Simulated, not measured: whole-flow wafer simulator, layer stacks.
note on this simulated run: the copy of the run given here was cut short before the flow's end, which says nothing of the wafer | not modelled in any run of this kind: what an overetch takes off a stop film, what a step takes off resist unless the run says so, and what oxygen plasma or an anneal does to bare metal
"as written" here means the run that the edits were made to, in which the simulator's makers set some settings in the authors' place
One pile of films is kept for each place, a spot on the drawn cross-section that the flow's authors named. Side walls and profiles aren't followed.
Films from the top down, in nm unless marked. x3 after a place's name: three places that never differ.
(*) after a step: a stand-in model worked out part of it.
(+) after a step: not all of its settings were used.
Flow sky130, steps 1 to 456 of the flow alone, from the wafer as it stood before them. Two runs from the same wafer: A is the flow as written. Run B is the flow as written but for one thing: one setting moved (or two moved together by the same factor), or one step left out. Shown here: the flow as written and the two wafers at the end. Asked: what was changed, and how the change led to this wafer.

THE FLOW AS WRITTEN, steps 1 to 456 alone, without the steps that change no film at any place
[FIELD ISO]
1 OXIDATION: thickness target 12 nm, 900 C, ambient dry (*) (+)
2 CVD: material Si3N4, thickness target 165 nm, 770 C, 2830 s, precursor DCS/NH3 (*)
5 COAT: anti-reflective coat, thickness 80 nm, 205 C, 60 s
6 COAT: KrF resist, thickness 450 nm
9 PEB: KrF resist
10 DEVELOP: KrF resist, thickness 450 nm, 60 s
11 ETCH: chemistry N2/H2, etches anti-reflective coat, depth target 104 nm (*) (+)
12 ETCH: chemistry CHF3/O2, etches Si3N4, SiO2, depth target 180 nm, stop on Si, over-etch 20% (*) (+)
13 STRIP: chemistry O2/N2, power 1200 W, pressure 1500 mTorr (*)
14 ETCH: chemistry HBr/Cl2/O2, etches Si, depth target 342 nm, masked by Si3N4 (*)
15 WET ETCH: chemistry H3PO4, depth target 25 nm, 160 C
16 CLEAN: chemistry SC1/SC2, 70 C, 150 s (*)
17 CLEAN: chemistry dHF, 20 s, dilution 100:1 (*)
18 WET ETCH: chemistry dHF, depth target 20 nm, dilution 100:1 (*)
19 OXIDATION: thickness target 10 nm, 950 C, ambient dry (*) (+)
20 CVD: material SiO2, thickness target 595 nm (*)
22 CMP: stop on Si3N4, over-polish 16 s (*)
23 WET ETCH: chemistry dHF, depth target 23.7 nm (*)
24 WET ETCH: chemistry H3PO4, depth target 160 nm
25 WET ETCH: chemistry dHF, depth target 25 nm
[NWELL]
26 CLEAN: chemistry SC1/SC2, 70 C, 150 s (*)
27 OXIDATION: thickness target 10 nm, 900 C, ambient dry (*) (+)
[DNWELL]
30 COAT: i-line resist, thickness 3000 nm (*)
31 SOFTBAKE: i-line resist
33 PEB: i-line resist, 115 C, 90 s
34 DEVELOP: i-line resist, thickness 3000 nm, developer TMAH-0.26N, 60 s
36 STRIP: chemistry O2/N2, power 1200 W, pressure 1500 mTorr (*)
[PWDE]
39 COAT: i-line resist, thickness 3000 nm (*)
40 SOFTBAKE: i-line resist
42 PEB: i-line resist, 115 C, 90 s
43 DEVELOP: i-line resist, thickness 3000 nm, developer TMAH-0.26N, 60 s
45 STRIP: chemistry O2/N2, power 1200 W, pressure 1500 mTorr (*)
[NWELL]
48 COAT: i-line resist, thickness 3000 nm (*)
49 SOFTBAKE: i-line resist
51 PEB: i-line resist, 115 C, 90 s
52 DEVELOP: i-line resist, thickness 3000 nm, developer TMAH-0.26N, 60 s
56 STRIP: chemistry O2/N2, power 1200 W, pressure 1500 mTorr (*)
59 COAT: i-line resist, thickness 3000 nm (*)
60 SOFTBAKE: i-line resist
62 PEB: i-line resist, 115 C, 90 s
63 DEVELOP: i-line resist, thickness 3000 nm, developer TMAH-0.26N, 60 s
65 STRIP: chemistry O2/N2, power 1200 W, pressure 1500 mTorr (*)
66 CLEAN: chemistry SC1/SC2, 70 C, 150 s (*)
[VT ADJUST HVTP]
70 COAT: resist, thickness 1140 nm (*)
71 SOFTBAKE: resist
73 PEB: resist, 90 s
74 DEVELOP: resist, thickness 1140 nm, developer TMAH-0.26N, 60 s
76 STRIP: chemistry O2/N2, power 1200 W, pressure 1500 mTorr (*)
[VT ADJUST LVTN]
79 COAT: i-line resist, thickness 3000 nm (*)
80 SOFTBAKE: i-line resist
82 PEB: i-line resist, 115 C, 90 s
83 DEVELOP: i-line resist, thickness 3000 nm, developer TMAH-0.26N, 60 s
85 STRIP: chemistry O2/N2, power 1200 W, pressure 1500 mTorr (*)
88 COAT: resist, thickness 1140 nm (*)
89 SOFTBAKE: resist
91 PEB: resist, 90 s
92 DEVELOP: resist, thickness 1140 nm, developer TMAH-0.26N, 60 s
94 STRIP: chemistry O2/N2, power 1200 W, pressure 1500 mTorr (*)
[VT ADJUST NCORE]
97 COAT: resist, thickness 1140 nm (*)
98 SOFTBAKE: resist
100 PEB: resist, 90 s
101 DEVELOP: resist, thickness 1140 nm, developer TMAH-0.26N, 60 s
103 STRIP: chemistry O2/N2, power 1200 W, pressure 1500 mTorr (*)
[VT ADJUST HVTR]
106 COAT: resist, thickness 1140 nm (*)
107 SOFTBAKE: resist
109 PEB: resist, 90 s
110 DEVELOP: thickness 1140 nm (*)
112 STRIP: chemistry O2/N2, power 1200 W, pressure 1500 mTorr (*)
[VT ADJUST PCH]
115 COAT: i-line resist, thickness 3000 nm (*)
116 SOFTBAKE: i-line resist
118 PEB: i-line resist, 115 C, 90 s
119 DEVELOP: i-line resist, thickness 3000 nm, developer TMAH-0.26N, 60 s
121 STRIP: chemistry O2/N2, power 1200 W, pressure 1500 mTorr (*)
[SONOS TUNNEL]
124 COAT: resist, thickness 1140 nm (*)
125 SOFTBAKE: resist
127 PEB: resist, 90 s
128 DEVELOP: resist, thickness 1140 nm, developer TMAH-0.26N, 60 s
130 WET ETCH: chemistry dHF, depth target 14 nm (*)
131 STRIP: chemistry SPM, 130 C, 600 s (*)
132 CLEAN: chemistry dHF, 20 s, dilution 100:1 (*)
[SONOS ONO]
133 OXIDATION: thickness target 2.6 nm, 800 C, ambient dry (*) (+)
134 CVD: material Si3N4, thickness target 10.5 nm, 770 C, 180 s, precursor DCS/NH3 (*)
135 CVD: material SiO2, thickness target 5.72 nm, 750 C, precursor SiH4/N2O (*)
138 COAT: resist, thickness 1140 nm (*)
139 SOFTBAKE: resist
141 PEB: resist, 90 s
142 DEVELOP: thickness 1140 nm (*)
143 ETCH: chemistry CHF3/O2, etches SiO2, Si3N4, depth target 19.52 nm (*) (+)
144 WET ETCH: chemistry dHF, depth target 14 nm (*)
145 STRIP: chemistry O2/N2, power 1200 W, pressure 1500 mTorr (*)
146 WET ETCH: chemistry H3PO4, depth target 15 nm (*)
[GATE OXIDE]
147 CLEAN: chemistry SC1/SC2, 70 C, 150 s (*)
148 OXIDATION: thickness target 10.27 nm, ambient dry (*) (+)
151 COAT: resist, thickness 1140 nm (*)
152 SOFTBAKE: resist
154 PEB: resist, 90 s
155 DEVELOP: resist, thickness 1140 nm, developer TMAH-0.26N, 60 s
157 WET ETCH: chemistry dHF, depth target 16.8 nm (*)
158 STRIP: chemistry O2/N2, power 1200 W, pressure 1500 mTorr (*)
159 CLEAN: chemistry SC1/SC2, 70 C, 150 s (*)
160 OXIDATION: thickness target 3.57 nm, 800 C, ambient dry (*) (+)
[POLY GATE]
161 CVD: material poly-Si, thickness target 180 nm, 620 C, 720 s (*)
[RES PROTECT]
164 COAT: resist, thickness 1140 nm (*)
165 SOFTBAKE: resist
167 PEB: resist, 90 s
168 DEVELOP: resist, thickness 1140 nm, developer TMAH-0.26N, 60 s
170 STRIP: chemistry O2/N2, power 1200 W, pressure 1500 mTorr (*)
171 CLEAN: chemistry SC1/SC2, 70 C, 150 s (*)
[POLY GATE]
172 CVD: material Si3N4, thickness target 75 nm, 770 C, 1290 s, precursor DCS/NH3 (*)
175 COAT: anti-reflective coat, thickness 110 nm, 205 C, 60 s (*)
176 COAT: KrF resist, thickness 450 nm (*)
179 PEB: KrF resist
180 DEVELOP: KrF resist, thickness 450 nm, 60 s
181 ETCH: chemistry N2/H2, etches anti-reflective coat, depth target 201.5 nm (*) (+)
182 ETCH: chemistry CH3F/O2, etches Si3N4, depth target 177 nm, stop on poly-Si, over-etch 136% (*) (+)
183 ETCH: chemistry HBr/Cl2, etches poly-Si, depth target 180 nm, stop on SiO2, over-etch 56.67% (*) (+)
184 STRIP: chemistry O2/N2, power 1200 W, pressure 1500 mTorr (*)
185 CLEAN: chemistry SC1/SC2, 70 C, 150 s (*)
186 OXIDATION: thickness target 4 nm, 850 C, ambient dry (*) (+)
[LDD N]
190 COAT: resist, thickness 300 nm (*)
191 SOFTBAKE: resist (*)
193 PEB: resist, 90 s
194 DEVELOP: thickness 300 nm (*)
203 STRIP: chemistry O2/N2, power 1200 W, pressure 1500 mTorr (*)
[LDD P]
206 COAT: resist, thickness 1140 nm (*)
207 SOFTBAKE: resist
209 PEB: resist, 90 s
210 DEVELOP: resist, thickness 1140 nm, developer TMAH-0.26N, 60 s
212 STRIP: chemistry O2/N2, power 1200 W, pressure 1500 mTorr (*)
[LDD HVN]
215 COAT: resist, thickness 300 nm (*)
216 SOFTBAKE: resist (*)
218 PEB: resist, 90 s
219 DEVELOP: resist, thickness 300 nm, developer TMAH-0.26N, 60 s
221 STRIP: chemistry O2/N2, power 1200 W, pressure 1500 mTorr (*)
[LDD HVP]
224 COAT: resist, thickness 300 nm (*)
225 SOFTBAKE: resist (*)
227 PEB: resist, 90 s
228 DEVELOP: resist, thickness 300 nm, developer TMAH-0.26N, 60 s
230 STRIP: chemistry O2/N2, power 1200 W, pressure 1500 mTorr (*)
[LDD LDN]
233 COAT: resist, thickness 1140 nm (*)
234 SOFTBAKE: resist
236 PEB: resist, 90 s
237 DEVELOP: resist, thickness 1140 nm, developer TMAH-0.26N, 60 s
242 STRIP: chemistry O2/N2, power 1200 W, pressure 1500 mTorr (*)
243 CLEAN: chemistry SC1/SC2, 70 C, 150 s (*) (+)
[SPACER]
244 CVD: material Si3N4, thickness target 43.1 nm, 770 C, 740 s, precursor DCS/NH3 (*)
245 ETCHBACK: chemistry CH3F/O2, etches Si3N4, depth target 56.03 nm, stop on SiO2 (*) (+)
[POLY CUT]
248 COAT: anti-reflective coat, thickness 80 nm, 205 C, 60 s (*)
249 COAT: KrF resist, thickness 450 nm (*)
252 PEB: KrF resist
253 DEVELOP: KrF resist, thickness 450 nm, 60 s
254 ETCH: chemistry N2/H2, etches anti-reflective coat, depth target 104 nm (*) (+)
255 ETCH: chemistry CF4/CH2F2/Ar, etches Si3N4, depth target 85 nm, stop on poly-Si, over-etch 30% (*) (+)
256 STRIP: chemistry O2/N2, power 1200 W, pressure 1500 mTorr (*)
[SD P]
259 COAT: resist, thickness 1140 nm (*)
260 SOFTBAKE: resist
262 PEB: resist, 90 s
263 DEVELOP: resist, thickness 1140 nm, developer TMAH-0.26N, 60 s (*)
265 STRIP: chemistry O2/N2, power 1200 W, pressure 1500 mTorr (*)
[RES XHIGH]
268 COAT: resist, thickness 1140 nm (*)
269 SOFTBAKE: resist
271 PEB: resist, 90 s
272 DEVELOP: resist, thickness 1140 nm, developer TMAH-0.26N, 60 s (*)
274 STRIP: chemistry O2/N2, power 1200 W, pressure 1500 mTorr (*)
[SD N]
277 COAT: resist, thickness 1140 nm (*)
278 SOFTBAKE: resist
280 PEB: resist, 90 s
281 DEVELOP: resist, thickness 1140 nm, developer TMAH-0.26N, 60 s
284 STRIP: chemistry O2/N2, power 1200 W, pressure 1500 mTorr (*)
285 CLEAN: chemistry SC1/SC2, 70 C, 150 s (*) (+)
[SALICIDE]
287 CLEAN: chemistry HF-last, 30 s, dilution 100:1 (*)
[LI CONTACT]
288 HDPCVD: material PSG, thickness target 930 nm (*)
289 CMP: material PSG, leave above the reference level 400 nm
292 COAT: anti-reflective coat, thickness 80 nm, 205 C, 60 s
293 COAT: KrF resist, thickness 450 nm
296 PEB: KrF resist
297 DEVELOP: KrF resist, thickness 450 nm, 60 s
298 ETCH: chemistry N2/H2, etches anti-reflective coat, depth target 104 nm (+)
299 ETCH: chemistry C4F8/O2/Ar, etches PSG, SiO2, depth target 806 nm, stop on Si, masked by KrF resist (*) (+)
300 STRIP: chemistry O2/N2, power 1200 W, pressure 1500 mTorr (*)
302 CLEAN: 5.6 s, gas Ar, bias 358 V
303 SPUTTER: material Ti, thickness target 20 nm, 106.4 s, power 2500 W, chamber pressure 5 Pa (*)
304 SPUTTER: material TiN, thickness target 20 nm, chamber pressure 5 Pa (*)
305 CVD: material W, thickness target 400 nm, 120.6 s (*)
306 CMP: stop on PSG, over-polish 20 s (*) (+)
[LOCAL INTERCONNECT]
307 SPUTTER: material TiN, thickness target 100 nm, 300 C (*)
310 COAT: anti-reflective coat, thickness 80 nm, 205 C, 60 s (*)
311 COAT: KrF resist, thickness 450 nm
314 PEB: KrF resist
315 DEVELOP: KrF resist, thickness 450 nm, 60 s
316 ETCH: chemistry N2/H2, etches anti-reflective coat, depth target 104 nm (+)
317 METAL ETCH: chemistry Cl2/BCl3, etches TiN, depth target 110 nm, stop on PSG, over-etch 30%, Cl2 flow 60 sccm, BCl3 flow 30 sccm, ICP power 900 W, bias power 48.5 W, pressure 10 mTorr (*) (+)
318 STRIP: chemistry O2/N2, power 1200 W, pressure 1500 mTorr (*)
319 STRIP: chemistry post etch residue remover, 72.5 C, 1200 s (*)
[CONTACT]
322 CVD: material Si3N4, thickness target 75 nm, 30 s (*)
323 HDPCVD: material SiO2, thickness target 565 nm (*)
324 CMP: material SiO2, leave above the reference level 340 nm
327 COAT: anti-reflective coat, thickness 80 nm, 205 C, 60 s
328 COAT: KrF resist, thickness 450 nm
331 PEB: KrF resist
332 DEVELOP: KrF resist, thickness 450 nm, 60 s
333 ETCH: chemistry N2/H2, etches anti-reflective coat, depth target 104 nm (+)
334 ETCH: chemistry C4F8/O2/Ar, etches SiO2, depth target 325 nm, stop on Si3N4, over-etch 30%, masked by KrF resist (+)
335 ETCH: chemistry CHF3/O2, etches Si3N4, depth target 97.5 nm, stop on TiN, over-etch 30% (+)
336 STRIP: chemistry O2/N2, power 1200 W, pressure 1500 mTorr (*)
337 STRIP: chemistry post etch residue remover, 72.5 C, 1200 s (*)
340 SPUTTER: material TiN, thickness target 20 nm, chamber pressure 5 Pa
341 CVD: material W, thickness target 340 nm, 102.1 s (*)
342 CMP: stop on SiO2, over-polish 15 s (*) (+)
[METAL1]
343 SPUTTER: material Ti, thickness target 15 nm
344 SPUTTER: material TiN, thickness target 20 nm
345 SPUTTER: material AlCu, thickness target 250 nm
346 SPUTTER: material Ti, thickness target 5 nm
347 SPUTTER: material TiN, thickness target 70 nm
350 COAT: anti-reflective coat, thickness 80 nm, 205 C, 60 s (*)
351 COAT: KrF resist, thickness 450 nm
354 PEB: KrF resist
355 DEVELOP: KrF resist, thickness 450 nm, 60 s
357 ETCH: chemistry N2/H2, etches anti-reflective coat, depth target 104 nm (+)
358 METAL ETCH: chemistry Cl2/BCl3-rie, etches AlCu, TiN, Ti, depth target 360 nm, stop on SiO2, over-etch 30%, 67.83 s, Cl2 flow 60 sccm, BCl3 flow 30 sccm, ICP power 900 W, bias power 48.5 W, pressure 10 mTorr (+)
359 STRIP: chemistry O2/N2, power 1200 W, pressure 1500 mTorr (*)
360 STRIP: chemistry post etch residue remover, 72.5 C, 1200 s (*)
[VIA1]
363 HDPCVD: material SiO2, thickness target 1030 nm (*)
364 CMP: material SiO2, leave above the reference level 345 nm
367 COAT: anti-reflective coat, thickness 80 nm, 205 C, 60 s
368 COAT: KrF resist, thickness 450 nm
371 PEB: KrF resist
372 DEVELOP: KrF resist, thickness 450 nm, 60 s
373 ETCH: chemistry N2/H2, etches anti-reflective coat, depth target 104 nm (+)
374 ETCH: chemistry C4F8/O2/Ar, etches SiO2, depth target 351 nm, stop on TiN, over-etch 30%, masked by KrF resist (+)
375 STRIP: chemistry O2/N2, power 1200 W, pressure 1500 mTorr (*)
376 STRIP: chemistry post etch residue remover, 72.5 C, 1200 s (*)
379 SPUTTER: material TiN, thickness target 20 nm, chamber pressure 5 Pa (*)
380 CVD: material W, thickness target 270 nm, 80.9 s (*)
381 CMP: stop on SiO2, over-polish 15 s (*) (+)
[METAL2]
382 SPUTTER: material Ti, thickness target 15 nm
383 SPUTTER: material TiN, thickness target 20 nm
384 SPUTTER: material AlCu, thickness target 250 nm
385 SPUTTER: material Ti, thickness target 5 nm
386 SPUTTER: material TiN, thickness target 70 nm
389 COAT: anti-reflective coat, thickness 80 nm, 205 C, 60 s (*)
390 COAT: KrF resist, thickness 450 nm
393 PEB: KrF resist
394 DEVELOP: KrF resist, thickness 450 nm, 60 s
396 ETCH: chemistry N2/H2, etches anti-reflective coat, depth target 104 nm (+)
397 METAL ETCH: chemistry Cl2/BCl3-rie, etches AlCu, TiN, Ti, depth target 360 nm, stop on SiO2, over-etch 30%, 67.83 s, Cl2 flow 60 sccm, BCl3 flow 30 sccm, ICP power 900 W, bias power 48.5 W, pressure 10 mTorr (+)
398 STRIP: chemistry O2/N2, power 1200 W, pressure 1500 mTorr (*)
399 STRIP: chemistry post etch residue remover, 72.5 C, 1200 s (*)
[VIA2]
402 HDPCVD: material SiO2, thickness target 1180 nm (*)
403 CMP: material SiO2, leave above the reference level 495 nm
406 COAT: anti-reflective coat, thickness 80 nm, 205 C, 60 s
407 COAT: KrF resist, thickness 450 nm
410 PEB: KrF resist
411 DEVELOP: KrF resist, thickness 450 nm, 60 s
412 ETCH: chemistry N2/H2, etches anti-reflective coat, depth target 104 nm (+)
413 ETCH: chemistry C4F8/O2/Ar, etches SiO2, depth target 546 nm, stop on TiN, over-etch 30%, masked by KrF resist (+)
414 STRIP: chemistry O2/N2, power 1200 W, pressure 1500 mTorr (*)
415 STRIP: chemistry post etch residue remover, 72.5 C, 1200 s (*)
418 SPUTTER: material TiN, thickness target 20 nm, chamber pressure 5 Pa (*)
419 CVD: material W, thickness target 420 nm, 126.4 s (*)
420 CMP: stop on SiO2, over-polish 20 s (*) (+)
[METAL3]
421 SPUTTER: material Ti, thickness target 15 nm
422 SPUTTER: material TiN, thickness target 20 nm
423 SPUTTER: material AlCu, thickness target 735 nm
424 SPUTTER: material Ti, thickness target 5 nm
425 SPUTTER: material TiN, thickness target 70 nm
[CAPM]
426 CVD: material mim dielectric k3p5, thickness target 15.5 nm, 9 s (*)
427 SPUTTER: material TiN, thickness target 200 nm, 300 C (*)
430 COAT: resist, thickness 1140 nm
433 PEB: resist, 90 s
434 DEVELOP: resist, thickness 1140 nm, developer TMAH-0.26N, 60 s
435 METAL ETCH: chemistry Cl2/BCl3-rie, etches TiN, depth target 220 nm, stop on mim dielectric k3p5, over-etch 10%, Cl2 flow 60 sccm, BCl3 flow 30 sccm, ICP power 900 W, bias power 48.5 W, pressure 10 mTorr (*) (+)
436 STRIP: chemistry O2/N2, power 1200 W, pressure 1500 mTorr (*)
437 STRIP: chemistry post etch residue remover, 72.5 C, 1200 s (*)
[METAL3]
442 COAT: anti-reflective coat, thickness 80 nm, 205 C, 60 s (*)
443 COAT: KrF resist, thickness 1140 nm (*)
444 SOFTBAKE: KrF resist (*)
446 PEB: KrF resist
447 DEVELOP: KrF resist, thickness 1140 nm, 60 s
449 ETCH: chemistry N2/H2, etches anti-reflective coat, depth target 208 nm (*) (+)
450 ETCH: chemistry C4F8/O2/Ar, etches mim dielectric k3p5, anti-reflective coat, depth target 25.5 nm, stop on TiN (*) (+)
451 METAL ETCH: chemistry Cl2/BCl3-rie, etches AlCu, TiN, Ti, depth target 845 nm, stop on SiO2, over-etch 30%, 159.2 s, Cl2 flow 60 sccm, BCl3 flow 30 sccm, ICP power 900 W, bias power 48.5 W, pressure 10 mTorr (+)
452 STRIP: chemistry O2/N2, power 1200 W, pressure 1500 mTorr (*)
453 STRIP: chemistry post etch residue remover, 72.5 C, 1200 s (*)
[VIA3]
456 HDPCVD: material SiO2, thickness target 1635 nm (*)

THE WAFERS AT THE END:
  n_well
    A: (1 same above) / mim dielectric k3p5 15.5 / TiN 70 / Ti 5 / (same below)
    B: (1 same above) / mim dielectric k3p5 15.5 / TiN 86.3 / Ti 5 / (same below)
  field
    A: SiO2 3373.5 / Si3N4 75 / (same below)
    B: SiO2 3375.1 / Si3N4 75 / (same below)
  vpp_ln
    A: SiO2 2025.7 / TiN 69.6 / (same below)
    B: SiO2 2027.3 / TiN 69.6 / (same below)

The cause: step 425, SPUTTER: thickness target 86.3 nm was run, where the flow has thickness target 70 nm.
It can be read off the wafer: n_well has TiN 86.3, and step 425 as written asks for 70 nm.

How the change led to this, step by step:
  425 SPUTTER: material TiN, thickness target 70 nm
      field, active, n_well and 188 more: A TiN +70 (new film) | B TiN +86.3 (new film)
  451 METAL ETCH: chemistry Cl2/BCl3-rie, etches AlCu, TiN, Ti, depth target 845 nm, stop on SiO2, over-etch 30%, 159.2 s, Cl2 flow 60 sccm, BCl3 flow 30 sccm, ICP power 900 W, bias power 48.5 W, pressure 10 mTorr (+)
      field, active, gate and 69 more: A TiN -70 (all of it), Ti -5 (all of it), AlCu -735 (all of it), TiN -20 (all of it), Ti -15 (all of it), SiO2 -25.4 | B TiN -86.3 (all of it), Ti -5 (all of it), AlCu -735 (all of it), TiN -20 (all of it), Ti -15 (all of it), SiO2 -23.7
      vpp_ln, vpp_iso2, ndiff_ln and 10 more: A TiN -70 (all of it), Ti -5 (all of it), AlCu -735 (all of it), TiN -20 (all of it), Ti -15 (all of it), SiO2 -25.3 | B TiN -86.3 (all of it), Ti -5 (all of it), AlCu -735 (all of it), TiN -20 (all of it), Ti -15 (all of it), SiO2 -23.7
